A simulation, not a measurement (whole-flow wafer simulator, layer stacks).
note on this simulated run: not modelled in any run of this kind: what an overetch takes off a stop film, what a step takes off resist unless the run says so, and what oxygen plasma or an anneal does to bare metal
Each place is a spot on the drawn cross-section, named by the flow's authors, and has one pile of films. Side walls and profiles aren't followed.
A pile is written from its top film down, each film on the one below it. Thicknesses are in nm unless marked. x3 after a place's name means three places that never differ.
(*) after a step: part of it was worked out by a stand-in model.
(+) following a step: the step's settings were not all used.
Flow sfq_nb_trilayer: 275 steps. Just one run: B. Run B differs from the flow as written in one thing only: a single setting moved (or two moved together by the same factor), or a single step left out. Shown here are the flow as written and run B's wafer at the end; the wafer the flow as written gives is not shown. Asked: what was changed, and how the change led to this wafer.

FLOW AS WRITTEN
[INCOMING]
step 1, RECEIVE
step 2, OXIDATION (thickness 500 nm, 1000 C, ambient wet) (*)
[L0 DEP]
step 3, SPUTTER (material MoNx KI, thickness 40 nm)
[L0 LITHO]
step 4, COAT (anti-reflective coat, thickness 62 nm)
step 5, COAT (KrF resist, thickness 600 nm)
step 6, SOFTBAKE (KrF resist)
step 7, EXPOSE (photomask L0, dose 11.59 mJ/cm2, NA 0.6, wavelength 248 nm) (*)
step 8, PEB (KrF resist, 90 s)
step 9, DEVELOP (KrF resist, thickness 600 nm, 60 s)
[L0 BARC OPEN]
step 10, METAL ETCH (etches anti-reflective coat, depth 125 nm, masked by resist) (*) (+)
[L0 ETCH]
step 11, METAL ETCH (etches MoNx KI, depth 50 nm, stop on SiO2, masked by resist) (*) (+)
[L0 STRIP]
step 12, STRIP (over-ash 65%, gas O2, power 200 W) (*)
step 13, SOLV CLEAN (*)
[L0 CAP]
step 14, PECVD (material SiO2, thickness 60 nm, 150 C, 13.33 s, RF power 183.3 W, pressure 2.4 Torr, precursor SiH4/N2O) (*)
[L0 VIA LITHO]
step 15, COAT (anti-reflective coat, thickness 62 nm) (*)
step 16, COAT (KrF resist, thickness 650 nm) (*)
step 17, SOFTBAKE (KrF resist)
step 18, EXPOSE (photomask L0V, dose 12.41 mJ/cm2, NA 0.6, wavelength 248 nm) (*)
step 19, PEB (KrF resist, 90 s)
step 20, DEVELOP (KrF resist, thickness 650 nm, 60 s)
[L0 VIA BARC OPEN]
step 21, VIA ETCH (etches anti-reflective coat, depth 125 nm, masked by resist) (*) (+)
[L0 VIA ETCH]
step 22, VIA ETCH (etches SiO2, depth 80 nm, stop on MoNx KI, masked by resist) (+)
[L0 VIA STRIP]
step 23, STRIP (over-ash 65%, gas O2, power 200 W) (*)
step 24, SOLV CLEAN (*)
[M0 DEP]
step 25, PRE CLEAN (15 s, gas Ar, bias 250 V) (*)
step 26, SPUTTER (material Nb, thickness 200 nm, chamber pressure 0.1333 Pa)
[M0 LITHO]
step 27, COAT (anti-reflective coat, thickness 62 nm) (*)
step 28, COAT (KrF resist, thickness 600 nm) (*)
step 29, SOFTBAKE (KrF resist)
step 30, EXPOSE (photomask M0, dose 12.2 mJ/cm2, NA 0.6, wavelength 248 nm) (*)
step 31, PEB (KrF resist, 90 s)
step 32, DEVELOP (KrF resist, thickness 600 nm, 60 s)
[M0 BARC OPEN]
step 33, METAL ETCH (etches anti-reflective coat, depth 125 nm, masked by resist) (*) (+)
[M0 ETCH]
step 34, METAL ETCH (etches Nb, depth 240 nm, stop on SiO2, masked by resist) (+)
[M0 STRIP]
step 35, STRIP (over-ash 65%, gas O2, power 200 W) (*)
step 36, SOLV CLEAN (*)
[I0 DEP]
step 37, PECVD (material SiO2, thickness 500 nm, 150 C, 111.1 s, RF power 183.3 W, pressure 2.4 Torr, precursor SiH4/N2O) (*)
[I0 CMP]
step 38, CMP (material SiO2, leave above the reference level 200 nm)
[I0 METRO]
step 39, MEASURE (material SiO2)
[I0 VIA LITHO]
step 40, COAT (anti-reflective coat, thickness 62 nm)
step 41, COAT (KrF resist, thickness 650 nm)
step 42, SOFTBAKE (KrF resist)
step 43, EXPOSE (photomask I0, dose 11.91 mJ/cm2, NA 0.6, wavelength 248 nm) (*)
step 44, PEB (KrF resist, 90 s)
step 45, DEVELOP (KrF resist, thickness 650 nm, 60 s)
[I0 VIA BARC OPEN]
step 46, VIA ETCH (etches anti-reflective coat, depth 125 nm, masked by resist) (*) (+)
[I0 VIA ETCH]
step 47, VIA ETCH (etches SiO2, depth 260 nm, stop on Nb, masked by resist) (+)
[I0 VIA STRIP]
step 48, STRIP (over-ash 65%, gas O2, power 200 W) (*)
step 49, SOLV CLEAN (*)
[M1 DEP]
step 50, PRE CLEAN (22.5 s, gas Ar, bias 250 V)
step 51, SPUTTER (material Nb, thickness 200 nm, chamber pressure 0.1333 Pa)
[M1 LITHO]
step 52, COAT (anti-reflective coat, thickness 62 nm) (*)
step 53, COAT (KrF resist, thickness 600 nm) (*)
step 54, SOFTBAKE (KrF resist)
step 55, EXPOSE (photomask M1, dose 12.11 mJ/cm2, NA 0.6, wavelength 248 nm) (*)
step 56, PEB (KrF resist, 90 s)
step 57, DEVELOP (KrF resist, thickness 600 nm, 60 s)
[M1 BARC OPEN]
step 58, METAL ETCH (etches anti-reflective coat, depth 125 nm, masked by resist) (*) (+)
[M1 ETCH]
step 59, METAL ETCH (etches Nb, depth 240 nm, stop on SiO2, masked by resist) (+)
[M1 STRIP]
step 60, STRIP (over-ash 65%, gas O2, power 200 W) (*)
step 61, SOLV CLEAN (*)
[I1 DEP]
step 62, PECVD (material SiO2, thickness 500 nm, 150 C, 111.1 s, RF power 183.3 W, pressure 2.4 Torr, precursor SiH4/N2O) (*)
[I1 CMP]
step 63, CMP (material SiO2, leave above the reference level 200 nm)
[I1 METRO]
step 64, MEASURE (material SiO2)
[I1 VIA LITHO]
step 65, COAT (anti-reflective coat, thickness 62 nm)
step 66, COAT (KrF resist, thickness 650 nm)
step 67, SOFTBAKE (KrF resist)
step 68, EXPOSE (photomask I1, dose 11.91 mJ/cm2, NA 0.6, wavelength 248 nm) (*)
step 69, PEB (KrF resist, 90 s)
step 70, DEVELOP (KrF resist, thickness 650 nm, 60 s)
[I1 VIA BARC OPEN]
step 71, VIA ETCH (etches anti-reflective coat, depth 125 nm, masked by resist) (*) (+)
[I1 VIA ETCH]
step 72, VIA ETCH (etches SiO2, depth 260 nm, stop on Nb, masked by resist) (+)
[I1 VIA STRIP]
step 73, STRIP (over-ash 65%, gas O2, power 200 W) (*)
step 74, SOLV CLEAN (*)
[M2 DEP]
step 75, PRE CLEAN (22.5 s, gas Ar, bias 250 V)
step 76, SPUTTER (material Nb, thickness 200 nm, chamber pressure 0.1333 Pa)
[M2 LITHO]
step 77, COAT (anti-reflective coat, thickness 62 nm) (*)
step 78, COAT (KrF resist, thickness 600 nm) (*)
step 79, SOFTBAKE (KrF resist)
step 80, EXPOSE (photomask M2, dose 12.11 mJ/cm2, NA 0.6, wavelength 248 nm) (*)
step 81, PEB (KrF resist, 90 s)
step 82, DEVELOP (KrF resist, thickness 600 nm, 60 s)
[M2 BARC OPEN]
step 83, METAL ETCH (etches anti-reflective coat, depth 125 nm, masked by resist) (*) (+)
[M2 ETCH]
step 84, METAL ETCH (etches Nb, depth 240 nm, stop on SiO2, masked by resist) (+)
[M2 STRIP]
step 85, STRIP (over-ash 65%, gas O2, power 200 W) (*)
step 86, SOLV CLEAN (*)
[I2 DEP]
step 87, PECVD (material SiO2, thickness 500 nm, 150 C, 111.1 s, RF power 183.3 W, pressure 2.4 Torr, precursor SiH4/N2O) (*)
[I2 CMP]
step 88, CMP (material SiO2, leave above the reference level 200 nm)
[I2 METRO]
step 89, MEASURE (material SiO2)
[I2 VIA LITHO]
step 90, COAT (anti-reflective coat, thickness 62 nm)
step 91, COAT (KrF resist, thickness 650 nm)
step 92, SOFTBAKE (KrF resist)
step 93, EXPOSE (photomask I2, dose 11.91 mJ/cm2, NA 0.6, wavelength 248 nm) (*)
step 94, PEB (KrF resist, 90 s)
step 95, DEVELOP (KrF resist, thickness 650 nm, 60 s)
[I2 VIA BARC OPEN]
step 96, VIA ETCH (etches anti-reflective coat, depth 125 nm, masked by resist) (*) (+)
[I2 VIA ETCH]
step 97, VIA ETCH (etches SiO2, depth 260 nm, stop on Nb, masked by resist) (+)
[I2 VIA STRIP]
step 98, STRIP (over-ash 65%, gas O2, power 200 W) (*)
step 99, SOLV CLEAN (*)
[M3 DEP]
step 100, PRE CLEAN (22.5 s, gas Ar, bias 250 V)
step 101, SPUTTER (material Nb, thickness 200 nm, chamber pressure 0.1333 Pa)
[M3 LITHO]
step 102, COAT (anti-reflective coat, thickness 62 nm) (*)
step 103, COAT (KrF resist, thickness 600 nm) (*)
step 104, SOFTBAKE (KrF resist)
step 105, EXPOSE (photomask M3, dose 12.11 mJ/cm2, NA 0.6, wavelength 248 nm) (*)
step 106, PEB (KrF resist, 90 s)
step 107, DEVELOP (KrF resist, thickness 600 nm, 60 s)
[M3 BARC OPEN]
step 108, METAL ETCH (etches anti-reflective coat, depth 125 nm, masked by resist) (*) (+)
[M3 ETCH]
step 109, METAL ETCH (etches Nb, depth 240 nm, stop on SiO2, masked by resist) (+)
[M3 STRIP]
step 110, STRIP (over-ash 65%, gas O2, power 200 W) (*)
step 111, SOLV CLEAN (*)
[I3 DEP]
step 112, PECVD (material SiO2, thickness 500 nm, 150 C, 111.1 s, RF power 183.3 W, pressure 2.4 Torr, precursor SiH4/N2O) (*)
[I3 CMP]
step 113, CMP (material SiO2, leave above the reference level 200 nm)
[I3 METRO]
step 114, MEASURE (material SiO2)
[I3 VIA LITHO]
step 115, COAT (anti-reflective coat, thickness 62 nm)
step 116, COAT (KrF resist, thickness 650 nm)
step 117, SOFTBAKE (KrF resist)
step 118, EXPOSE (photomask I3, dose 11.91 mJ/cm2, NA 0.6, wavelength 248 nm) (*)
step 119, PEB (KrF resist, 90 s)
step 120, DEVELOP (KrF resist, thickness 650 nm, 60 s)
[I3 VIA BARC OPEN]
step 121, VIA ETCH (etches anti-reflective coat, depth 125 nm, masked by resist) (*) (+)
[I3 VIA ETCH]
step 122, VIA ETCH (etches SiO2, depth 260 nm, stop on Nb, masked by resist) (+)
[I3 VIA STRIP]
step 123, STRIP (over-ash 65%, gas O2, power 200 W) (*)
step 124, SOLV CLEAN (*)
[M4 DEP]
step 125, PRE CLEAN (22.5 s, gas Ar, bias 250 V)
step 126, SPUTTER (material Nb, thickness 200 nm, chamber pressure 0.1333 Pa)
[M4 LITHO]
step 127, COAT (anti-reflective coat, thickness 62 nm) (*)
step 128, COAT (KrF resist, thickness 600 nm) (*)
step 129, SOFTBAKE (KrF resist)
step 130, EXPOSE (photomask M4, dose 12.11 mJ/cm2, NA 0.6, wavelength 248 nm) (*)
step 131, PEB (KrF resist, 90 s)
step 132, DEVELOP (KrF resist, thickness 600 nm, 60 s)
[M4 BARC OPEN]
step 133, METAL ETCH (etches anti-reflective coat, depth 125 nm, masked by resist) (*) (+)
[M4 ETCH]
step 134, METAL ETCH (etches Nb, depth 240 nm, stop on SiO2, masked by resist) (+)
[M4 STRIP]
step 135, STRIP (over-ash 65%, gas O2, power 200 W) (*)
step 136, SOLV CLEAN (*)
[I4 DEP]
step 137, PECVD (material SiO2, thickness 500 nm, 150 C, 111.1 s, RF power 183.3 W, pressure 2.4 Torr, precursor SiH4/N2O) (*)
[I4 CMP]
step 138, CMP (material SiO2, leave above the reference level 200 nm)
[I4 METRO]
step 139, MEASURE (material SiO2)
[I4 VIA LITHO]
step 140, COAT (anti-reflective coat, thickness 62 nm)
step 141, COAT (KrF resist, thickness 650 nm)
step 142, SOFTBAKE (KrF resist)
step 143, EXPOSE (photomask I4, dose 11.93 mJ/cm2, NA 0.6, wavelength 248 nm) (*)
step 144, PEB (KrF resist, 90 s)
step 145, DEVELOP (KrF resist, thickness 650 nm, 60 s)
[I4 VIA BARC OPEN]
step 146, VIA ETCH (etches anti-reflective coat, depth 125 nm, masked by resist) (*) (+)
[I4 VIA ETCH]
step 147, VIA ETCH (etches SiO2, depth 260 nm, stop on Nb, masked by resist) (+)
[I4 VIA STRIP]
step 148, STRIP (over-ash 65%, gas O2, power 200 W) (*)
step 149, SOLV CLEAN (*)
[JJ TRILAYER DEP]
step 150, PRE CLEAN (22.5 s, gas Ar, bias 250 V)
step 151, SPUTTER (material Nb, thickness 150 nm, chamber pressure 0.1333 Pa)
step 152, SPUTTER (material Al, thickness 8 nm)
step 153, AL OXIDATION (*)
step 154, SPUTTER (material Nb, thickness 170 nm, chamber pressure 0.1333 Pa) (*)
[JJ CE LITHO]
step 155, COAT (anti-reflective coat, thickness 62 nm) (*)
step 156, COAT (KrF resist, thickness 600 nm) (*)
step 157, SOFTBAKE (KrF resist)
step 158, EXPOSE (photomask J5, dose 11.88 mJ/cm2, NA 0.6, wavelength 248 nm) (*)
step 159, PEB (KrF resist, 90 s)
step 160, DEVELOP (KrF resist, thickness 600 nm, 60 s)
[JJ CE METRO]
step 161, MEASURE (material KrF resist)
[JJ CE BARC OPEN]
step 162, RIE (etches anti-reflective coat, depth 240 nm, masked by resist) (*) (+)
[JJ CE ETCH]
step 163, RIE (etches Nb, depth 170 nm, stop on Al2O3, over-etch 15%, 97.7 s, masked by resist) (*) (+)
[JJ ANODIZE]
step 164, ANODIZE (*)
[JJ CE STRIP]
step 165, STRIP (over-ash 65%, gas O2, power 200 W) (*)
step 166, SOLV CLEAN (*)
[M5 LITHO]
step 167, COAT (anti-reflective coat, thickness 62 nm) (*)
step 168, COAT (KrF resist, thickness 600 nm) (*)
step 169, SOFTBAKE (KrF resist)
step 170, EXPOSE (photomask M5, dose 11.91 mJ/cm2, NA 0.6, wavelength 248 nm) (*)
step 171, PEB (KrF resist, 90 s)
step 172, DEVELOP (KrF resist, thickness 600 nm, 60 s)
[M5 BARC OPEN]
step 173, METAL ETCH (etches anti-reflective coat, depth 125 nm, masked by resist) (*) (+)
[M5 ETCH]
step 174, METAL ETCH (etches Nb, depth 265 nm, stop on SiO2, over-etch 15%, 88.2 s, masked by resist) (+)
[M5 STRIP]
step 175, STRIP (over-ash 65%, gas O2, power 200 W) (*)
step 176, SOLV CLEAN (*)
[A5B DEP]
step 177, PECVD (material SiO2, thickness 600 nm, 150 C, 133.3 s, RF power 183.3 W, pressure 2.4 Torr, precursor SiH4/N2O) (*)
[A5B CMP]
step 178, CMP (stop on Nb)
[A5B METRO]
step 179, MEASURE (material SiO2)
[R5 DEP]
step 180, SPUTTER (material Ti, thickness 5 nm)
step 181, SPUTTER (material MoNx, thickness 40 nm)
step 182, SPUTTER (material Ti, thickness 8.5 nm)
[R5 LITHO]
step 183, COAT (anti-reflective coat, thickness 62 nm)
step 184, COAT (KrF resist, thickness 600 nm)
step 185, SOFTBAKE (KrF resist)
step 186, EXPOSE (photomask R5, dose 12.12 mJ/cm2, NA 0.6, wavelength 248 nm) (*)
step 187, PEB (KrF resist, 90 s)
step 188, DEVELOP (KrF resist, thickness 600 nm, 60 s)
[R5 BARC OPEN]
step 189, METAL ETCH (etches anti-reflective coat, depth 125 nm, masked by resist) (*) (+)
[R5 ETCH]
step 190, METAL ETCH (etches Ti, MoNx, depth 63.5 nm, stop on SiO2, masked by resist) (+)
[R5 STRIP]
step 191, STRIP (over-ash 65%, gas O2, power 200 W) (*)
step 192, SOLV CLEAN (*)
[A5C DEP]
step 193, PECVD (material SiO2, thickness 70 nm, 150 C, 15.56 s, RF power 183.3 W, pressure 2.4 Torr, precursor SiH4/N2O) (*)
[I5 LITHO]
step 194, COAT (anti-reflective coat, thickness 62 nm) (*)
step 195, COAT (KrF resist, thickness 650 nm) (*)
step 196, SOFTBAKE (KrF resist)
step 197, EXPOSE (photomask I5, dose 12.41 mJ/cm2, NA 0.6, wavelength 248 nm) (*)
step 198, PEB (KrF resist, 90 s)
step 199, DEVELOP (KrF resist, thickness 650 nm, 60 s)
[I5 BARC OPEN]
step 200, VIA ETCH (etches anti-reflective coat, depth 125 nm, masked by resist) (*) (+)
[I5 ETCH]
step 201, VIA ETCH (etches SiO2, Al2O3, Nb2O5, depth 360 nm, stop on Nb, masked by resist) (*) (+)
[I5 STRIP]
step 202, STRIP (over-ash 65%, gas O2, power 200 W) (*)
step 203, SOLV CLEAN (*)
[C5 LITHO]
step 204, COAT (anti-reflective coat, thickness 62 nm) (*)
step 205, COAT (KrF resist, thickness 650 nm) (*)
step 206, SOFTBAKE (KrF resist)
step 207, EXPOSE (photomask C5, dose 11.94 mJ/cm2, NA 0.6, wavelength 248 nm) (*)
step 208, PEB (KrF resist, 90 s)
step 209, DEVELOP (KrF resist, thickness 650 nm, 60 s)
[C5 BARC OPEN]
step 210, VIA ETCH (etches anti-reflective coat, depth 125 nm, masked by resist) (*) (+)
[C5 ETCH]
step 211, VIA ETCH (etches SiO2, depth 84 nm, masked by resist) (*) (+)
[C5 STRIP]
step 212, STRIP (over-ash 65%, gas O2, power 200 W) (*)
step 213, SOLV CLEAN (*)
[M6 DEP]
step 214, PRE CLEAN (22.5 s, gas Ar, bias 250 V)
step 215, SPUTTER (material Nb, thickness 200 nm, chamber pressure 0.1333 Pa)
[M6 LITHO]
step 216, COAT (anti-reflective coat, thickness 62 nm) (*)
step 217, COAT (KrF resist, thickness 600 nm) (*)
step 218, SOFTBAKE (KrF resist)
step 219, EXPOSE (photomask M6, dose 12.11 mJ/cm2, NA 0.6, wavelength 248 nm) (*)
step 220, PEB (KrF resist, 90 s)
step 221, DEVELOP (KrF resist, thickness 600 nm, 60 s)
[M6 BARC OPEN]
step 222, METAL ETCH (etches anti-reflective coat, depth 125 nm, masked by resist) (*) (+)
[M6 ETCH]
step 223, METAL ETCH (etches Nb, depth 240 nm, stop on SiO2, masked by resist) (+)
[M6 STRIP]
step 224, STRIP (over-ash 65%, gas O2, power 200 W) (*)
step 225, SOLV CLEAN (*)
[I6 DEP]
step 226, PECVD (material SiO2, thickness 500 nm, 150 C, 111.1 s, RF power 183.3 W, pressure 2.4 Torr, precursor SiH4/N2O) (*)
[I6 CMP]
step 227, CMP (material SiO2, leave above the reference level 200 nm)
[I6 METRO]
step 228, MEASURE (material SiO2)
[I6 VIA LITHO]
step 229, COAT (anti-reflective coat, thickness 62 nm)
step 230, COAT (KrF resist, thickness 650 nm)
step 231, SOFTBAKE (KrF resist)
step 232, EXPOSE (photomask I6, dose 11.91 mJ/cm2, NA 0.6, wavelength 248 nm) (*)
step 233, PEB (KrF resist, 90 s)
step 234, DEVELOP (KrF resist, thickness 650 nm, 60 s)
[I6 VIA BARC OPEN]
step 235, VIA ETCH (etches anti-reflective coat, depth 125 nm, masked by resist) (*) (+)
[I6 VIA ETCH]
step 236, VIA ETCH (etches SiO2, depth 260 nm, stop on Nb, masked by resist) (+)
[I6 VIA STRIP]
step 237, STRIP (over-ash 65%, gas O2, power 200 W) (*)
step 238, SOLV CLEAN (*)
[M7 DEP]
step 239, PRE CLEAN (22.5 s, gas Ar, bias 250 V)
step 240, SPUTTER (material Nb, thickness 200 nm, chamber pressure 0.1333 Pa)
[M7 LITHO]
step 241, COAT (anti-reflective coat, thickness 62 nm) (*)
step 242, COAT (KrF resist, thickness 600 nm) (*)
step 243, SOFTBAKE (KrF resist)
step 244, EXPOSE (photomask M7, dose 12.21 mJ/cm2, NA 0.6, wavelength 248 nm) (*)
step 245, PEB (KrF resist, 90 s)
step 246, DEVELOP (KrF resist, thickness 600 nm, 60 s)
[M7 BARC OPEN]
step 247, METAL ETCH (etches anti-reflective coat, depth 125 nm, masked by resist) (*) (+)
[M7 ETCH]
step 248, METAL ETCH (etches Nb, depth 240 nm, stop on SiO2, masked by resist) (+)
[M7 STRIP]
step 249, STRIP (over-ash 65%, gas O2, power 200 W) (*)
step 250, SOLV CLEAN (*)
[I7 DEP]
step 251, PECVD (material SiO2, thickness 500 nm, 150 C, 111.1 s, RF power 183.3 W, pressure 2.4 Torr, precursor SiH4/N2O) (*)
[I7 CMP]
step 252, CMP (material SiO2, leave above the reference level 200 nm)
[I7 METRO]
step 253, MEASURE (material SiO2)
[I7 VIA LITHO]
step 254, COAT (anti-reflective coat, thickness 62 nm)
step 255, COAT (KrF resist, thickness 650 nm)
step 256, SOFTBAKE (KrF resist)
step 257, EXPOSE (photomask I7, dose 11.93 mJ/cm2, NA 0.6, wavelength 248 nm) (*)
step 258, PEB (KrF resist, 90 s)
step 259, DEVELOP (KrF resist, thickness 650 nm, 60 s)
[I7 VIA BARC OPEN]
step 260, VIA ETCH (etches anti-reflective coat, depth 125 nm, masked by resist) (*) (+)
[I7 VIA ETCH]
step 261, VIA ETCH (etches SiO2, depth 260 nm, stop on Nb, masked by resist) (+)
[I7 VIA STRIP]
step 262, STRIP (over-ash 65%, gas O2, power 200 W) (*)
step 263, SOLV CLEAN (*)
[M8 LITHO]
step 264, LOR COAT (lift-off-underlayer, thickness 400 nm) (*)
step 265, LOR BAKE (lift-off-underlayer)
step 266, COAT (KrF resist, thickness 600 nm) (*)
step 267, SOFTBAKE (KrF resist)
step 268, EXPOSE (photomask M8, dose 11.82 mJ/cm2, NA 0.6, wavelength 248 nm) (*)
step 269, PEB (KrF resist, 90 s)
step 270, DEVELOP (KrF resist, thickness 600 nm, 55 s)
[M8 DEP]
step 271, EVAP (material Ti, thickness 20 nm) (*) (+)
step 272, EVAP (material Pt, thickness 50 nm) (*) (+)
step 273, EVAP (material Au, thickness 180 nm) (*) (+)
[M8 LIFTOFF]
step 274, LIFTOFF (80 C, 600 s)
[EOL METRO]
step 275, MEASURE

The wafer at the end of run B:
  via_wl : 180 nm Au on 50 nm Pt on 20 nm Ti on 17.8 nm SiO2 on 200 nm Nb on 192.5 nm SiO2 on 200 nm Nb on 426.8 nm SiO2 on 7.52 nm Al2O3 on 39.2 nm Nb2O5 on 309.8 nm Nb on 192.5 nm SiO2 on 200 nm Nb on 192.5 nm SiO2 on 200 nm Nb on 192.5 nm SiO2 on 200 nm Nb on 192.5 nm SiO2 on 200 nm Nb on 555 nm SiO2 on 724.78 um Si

What caused this: step 261, VIA ETCH: depth 182 nm was run, though the flow has depth 260 nm.

How this came from the change, step by step:
  step 261, VIA ETCH (etches SiO2, depth 260 nm, stop on Nb, masked by resist) (+)
      via_wl, via_w, via_wr: SiO2 loses 182 (as written it would have been: SiO2 loses 199.8 (all of it))
      field_l, v_sur, via_sp and 100 more: KrF resist loses 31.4 (as written it would have been: KrF resist loses 44.8)
  step 262, STRIP (over-ash 65%, gas O2, power 200 W) (*)
      field_l, v_sur, via_sp and 100 more: KrF resist loses 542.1 (all of it), anti-reflective coat loses 62 (all of it) (as written it would have been: KrF resist loses 528.6 (all of it), anti-reflective coat loses 62 (all of it))
  step 264, LOR COAT (lift-off-underlayer, thickness 400 nm) (*)
      via_wl, via_wr: lift-off-underlayer gains 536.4 (new film) (as written it would have been: lift-off-underlayer gains 549.8 (new film))
      via_w: lift-off-underlayer gains 524.2 (new film) (as written it would have been: lift-off-underlayer gains 536.4 (new film))
  step 270, DEVELOP (KrF resist, thickness 600 nm, 55 s)
      via_wl: KrF resist loses 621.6 (all of it), lift-off-underlayer loses 536.4 (all of it) (as written it would have been: KrF resist loses 623.9 (all of it), lift-off-underlayer loses 549.8 (all of it))
      via_w: KrF resist loses 632.2 (all of it), lift-off-underlayer loses 524.2 (all of it) (as written it would have been: KrF resist loses 635.4 (all of it), lift-off-underlayer loses 536.4 (all of it))
      (and at 1 other place as well)
If metal films that touch count as one body, via_wl has 8 bodies (between them, from the top down: SiO2 17.8; SiO2 192.5; SiO2 426.8 / Al2O3 7.52 / Nb2O5 39.2; SiO2 192.5; SiO2 192.5; SiO2 192.5; SiO2 192.5); the flow as written gives 7 bodies (between them, from the top down: SiO2 192.5; SiO2 426.8 / Al2O3 7.52 / Nb2O5 39.2; SiO2 192.5; SiO2 192.5; SiO2 192.5; SiO2 192.5).
